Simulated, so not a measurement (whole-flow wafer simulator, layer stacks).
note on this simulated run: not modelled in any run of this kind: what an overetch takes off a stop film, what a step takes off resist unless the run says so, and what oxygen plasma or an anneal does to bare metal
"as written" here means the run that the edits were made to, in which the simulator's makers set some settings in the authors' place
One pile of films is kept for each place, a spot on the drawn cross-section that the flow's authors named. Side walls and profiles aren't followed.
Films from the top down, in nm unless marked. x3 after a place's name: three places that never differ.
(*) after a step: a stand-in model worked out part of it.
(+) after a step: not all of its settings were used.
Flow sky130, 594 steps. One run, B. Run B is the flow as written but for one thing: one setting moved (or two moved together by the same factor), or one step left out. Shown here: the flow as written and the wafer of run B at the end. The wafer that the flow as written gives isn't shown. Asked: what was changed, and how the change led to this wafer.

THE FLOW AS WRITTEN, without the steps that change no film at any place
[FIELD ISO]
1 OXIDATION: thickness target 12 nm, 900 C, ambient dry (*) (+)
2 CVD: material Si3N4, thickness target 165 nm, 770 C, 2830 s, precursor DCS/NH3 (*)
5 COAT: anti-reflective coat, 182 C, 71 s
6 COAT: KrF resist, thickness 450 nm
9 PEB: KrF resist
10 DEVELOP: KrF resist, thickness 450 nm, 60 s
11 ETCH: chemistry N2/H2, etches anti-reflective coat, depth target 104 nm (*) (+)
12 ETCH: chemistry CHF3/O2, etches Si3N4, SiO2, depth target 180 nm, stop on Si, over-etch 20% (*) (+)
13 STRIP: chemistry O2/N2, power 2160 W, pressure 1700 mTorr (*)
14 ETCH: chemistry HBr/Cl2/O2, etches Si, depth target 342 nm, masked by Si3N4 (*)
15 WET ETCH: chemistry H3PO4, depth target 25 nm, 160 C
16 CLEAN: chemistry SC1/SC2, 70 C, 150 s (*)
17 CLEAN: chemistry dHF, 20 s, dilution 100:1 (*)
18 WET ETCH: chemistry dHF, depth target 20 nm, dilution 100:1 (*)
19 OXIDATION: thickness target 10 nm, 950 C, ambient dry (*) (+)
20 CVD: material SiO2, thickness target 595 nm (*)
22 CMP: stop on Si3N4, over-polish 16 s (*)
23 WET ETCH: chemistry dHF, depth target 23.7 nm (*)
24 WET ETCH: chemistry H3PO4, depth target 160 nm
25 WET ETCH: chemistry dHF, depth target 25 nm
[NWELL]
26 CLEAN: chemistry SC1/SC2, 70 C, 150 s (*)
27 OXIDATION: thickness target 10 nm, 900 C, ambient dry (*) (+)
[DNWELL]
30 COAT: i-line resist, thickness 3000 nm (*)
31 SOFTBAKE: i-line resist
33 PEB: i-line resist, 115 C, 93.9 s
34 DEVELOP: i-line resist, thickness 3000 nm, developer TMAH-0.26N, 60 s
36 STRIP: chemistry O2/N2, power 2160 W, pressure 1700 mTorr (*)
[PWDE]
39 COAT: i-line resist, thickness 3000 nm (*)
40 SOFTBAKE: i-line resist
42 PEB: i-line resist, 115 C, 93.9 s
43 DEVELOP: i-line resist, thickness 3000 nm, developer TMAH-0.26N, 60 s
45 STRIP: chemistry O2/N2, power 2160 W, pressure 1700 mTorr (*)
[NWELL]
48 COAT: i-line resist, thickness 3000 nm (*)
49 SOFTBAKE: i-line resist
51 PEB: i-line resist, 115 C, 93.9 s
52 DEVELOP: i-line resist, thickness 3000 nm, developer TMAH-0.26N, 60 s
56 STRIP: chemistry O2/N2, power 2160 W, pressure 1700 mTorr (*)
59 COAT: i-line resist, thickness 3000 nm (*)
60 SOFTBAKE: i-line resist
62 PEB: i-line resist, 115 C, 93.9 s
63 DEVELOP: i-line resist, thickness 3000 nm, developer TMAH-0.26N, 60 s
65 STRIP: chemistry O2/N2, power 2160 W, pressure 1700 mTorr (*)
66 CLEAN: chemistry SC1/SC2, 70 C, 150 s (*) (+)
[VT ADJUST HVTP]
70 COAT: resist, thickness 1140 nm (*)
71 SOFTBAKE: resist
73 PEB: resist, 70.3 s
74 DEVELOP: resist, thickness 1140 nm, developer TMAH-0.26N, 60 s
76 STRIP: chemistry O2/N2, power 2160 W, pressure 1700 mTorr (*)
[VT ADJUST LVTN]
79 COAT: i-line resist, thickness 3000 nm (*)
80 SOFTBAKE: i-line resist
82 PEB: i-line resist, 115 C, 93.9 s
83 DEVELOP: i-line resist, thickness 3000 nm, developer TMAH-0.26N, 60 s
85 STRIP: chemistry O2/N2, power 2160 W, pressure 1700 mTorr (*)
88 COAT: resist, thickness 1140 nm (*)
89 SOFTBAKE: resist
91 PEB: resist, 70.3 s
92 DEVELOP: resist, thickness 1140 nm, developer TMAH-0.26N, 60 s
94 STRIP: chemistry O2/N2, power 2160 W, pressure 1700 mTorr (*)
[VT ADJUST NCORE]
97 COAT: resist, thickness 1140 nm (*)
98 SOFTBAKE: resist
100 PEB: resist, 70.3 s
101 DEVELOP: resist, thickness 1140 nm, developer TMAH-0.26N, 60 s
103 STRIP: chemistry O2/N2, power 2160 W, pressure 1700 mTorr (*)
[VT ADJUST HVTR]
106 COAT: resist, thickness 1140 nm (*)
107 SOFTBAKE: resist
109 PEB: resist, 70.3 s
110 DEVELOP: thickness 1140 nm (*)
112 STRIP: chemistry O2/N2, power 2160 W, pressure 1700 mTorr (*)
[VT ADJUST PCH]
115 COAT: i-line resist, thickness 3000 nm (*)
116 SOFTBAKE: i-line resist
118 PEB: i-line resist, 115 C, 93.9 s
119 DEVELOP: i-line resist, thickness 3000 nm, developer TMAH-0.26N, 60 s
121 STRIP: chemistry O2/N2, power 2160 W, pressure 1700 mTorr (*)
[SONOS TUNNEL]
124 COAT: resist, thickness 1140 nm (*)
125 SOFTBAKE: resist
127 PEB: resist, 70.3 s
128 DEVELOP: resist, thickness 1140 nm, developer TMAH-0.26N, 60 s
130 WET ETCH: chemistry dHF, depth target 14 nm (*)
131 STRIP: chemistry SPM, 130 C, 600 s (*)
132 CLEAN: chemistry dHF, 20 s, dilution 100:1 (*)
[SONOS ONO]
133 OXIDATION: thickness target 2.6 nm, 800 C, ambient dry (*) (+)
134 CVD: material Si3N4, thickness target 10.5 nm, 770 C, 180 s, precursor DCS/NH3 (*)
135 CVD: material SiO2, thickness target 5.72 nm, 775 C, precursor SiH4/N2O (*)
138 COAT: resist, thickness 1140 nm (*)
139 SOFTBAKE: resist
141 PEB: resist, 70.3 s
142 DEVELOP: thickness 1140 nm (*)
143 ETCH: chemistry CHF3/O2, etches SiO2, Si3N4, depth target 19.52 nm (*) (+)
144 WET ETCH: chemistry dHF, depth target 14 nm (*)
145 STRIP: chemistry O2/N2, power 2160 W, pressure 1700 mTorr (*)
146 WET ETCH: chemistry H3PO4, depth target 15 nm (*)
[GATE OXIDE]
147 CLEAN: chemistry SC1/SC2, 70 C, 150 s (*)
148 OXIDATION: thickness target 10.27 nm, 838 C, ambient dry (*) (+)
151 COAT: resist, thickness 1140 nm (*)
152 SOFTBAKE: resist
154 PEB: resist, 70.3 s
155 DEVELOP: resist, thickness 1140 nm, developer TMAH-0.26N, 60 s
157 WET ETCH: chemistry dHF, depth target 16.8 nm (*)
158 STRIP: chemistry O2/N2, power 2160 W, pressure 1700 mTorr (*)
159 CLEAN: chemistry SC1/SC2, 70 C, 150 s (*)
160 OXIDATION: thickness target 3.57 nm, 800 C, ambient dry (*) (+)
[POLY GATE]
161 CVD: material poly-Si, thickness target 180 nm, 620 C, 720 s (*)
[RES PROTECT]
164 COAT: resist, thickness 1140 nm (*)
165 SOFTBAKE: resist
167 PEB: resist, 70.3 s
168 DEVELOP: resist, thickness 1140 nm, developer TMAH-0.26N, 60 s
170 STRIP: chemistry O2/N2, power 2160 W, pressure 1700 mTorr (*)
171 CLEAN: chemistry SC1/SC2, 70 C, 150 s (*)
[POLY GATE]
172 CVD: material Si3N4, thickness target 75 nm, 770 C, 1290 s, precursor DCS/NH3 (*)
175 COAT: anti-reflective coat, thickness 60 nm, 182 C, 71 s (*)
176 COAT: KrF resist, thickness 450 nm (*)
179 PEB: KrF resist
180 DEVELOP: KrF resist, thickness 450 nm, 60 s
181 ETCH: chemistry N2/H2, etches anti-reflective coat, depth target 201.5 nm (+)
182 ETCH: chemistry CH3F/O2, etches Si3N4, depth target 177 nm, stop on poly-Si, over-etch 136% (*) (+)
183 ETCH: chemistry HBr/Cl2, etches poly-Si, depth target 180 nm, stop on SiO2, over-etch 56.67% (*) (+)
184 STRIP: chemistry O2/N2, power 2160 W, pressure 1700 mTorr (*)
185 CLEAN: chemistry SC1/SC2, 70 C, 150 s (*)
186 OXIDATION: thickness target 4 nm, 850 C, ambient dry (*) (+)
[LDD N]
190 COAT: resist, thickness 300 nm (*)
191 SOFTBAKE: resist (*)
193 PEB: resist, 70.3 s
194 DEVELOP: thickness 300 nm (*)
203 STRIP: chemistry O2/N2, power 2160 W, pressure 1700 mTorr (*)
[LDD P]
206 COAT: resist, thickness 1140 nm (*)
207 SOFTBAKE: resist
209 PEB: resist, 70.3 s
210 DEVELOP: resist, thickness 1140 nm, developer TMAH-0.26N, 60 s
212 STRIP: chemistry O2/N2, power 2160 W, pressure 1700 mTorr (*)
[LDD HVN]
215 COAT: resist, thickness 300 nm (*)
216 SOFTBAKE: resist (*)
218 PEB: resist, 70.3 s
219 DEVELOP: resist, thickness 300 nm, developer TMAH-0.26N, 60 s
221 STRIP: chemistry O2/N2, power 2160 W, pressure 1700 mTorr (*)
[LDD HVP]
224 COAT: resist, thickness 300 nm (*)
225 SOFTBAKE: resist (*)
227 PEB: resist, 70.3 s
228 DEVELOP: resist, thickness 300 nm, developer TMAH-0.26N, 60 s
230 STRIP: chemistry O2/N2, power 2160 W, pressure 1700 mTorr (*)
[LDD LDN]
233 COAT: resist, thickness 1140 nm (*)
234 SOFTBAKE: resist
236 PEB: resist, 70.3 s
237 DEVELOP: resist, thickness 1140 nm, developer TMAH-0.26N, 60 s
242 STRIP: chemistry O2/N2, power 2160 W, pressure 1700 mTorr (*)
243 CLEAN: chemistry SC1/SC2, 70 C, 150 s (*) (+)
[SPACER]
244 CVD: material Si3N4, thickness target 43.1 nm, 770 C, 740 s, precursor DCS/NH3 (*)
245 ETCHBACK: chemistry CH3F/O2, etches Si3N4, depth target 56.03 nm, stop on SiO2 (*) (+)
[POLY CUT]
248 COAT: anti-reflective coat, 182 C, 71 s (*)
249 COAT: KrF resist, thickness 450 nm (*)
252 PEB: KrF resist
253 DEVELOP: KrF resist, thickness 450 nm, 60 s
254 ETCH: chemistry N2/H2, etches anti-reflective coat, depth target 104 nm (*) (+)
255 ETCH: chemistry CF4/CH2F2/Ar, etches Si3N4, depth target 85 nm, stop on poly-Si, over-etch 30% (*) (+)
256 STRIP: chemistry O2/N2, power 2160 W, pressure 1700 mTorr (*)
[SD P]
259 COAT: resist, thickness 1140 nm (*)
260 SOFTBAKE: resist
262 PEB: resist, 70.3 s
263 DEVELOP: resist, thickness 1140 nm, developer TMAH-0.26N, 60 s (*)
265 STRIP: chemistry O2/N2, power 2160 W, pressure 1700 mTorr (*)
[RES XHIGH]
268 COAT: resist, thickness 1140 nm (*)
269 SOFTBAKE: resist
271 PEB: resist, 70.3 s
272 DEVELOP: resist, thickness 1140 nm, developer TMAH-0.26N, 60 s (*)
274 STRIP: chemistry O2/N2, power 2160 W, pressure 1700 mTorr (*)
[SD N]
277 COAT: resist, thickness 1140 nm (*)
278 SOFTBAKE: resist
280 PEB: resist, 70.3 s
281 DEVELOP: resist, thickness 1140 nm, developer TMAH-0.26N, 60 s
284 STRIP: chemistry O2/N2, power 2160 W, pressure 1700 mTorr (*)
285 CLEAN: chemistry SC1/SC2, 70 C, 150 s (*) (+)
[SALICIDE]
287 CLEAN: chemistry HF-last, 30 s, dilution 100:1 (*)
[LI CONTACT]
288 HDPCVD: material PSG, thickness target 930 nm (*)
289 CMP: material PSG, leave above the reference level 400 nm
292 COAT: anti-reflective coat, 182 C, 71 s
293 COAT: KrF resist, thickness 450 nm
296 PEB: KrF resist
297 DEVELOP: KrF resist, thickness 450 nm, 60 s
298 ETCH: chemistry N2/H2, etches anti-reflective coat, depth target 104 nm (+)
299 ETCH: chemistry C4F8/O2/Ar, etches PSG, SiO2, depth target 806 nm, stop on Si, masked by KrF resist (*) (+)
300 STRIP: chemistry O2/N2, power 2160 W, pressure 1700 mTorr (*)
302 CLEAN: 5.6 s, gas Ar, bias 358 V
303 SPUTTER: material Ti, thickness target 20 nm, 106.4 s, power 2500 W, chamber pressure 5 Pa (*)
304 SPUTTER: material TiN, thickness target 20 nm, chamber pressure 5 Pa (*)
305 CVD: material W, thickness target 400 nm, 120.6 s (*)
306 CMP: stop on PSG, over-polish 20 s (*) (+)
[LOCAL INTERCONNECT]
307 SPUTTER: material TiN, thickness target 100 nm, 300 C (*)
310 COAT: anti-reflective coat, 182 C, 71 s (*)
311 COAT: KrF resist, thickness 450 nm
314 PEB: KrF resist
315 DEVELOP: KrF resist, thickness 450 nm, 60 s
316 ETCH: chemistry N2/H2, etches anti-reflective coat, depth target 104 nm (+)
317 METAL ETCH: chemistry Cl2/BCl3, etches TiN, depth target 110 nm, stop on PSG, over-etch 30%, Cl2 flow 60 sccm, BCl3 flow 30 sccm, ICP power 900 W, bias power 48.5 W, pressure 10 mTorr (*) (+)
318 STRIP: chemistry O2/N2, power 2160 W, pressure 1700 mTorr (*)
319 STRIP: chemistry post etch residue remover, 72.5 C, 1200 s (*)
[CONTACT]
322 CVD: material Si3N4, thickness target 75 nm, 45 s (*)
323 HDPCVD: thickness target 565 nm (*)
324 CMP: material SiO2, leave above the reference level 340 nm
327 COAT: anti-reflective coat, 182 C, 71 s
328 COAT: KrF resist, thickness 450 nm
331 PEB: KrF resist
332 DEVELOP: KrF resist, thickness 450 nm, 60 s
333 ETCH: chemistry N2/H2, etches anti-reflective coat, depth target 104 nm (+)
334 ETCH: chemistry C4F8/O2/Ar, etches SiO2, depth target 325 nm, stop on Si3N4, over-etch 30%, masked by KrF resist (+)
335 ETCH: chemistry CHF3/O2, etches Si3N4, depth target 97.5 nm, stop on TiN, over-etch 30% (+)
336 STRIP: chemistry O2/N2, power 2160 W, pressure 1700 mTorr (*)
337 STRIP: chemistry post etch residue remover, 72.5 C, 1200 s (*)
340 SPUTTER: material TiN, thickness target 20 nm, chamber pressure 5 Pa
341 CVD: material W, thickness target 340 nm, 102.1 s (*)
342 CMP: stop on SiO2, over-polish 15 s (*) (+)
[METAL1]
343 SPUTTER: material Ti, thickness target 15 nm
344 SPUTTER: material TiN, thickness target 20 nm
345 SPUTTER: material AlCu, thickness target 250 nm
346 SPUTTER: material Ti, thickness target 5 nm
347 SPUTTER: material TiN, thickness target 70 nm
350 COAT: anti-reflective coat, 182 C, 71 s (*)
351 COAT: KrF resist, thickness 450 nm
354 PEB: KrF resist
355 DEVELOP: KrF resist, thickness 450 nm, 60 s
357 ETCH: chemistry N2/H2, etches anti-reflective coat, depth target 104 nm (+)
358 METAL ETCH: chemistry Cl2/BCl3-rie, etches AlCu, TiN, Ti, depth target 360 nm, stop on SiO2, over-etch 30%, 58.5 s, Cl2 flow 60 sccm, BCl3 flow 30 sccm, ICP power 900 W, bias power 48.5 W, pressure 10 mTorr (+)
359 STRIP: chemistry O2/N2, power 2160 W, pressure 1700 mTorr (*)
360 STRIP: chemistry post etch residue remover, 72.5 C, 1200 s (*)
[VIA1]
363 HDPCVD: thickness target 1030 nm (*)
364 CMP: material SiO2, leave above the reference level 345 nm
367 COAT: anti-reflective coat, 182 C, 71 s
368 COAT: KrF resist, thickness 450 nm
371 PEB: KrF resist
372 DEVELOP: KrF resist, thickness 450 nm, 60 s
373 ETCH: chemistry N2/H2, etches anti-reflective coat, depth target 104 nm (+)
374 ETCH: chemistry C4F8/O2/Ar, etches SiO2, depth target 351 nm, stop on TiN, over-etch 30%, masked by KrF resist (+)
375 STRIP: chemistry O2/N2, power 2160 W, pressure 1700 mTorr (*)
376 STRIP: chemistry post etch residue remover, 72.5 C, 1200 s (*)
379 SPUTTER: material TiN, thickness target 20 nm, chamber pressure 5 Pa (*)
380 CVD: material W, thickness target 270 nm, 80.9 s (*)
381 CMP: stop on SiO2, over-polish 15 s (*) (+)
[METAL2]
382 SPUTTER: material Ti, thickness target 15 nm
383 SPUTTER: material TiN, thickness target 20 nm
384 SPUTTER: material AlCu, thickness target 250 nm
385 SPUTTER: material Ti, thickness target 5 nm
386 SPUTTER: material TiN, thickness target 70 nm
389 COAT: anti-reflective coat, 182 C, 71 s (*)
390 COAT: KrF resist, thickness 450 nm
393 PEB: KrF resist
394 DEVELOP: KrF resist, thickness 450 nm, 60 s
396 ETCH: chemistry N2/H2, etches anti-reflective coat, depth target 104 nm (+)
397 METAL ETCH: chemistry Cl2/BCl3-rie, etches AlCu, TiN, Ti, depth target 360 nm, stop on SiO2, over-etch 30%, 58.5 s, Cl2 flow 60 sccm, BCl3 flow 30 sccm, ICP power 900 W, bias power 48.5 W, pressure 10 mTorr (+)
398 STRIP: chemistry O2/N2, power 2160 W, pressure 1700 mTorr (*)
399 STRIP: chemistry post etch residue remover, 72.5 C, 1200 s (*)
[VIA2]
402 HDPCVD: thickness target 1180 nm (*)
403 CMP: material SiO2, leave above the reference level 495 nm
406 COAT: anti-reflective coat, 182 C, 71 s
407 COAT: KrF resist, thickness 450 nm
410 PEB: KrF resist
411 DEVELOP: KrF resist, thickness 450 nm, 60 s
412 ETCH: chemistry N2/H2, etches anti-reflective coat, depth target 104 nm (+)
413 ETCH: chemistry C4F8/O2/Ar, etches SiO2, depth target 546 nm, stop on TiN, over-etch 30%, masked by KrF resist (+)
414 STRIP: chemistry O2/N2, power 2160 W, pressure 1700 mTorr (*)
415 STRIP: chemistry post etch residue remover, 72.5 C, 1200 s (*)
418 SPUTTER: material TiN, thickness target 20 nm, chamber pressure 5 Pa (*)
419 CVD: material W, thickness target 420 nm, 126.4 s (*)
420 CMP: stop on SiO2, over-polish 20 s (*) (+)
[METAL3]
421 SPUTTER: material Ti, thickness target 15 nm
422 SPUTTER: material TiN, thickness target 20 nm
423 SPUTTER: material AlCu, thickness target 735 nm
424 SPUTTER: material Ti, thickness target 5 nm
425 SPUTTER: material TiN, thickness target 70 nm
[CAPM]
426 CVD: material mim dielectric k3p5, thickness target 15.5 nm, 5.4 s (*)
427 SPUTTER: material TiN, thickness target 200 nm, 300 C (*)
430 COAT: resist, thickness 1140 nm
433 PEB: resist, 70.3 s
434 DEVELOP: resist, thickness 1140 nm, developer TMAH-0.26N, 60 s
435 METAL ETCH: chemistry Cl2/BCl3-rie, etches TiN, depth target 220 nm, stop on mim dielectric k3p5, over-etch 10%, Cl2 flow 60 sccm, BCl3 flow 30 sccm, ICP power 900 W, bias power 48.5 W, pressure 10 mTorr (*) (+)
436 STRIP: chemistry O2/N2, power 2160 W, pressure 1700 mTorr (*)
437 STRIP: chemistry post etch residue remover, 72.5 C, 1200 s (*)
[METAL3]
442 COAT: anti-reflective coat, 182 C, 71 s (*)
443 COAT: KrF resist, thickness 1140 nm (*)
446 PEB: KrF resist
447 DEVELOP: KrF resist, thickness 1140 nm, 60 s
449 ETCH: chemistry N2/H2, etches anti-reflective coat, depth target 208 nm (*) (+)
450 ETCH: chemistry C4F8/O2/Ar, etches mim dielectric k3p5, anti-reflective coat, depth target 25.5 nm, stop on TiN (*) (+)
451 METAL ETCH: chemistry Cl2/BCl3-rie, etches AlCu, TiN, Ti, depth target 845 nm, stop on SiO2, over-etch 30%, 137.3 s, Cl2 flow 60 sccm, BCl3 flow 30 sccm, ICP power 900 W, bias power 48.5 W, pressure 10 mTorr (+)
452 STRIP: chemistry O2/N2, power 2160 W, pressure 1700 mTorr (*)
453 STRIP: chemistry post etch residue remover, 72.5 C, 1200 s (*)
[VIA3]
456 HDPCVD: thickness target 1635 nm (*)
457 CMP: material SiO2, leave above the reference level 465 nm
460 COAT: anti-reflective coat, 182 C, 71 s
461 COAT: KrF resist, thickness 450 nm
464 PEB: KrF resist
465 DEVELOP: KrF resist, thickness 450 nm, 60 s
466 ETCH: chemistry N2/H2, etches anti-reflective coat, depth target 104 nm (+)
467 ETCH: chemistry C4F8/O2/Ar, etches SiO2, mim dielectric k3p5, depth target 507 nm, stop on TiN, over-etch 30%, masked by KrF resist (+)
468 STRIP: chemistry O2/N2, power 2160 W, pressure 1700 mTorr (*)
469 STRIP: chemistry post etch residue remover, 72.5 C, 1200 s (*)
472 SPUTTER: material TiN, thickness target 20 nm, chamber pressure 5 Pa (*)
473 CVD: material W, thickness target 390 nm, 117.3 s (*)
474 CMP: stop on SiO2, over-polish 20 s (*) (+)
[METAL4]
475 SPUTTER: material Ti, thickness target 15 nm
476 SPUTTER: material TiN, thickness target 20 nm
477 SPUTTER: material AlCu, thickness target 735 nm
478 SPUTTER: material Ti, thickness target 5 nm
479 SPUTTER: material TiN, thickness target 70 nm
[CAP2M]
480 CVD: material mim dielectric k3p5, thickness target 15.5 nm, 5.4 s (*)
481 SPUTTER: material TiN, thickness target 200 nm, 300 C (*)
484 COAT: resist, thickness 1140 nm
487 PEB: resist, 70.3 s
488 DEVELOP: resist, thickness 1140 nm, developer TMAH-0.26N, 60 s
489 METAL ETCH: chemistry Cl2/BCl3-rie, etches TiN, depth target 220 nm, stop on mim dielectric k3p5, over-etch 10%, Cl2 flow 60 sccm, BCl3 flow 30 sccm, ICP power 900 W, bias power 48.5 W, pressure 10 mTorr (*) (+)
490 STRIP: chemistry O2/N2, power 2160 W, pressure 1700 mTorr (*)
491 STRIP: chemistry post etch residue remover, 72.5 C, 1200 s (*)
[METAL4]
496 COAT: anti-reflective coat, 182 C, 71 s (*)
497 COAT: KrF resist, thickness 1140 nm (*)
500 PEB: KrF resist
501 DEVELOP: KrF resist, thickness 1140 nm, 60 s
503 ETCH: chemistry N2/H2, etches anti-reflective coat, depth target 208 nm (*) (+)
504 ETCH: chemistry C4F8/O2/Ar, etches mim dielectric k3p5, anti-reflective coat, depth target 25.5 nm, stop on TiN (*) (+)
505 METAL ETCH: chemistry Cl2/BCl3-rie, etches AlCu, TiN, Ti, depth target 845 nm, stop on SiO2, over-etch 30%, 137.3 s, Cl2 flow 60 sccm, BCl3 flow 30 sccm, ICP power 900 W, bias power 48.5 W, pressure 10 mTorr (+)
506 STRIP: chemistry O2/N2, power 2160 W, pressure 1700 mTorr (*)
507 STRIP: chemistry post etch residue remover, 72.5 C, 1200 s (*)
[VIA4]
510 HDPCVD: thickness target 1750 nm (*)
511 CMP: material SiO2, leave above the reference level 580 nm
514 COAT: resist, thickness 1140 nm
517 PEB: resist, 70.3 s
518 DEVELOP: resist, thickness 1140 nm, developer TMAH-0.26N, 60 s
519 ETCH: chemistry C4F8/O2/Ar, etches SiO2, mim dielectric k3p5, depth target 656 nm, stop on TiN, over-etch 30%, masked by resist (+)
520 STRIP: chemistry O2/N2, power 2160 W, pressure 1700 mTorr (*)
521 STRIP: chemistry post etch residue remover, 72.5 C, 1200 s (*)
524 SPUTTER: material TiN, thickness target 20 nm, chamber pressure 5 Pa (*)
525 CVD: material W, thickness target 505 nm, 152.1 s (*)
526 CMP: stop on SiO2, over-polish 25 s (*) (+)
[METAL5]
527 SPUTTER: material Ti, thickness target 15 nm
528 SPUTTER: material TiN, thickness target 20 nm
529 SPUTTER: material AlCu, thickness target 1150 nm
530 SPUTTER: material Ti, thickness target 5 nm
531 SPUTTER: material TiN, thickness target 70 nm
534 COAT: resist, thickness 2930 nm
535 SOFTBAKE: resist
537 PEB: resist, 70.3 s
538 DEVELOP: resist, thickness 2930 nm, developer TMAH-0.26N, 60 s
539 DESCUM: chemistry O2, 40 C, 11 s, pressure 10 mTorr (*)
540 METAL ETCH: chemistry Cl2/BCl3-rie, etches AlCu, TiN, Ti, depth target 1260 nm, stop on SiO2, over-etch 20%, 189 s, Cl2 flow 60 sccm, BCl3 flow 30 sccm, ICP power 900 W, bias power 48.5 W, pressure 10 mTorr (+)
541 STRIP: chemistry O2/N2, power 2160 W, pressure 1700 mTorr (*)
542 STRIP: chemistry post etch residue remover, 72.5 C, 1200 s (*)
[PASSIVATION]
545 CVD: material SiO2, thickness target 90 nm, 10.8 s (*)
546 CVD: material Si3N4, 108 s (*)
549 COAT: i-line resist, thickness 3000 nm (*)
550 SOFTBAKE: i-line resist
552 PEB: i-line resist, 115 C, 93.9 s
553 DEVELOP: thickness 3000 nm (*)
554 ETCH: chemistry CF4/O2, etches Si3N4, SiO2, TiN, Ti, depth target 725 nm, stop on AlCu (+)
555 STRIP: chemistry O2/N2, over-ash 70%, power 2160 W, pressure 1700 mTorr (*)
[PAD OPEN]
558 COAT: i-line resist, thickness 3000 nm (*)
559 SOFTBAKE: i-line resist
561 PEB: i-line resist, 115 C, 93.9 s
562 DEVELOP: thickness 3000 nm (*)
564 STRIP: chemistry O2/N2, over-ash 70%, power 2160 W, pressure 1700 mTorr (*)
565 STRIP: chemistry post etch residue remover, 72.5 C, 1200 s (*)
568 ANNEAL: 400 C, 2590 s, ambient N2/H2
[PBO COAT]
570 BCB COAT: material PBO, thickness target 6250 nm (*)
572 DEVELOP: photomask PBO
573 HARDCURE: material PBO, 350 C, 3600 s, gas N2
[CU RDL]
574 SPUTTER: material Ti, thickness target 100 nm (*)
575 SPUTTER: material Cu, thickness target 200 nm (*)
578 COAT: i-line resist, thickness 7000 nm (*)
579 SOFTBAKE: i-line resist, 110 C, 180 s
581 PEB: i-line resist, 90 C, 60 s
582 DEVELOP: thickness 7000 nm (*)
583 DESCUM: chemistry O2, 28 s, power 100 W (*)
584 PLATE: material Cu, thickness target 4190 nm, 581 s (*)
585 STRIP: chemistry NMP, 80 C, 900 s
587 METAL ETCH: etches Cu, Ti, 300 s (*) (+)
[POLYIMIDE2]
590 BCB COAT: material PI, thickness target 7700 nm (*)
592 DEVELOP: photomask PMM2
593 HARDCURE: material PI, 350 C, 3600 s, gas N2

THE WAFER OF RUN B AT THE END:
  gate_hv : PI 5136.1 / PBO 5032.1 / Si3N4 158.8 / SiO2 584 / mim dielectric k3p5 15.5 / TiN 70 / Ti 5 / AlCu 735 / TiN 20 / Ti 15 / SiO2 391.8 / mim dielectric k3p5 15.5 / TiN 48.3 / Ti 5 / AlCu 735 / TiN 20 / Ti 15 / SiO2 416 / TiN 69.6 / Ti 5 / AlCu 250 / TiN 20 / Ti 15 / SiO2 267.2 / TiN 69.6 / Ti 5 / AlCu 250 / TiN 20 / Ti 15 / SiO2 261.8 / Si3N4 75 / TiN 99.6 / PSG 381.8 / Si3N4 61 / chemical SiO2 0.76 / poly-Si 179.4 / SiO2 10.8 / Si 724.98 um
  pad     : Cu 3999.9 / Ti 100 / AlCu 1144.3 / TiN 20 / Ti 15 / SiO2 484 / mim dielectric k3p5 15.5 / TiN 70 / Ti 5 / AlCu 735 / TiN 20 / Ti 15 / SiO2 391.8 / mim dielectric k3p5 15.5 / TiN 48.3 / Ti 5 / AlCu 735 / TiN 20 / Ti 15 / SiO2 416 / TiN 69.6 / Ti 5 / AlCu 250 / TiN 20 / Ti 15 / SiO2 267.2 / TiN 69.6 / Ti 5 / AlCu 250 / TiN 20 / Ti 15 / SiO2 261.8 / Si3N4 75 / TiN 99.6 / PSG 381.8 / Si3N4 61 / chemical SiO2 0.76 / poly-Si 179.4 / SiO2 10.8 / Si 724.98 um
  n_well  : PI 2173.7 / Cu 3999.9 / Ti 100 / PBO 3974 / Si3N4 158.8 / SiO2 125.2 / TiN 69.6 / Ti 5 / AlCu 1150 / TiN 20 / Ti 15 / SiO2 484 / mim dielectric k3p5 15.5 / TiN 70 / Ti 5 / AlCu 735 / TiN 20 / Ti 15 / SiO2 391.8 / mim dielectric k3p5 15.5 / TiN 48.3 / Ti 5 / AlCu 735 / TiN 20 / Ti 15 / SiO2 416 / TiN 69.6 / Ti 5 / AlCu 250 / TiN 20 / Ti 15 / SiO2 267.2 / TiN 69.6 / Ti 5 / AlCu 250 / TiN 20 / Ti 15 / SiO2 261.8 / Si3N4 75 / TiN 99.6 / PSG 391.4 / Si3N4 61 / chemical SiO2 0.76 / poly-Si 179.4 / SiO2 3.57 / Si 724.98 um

The cause: step 425, SPUTTER: thickness target 48.3 nm was run, where the flow has thickness target 70 nm.
It can be read off the wafer: gate_hv has TiN 48.3, and step 425 as written asks for 70 nm.

How the change led to this, step by step:
  425 SPUTTER: material TiN, thickness target 70 nm
      field, active, n_well and 188 more: TiN +48.3 (new film) (as written it would be: TiN +70 (new film))
  451 METAL ETCH: chemistry Cl2/BCl3-rie, etches AlCu, TiN, Ti, depth target 845 nm, stop on SiO2, over-etch 30%, 137.3 s, Cl2 flow 60 sccm, BCl3 flow 30 sccm, ICP power 900 W, bias power 48.5 W, pressure 10 mTorr (+)
      field, gate, spacer and 68 more: TiN -48.3 (all of it), Ti -5 (all of it), AlCu -735 (all of it), TiN -20 (all of it), Ti -15 (all of it), SiO2 -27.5 (as written it would be: TiN -70 (all of it), Ti -5 (all of it), AlCu -735 (all of it), TiN -20 (all of it), Ti -15 (all of it), SiO2 -25.4)
      active, vpp_ln, vpp_iso2 and 11 more: TiN -48.3 (all of it), Ti -5 (all of it), AlCu -735 (all of it), TiN -20 (all of it), Ti -15 (all of it), SiO2 -27.5 (as written it would be: TiN -70 (all of it), Ti -5 (all of it), AlCu -735 (all of it), TiN -20 (all of it), Ti -15 (all of it), SiO2 -25.3)
  467 ETCH: chemistry C4F8/O2/Ar, etches SiO2, mim dielectric k3p5, depth target 507 nm, stop on TiN, over-etch 30%, masked by KrF resist (+)
      m1: SiO2 -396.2 (all of it), mim dielectric k3p5 -15.5 (all of it) (as written it would be: SiO2 -374.5 (all of it), mim dielectric k3p5 -15.5 (all of it))
      via3_hole: SiO2 -395.6 (all of it), mim dielectric k3p5 -15.5 (all of it) (as written it would be: SiO2 -373.9 (all of it), mim dielectric k3p5 -15.5 (all of it))
  473 CVD: material W, thickness target 390 nm, 117.3 s (*)
      m1: W +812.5 (new film) (as written it would be: W +790.5 (new film))
      via3_hole: W +811.8 (new film) (as written it would be: W +789.9 (new film))
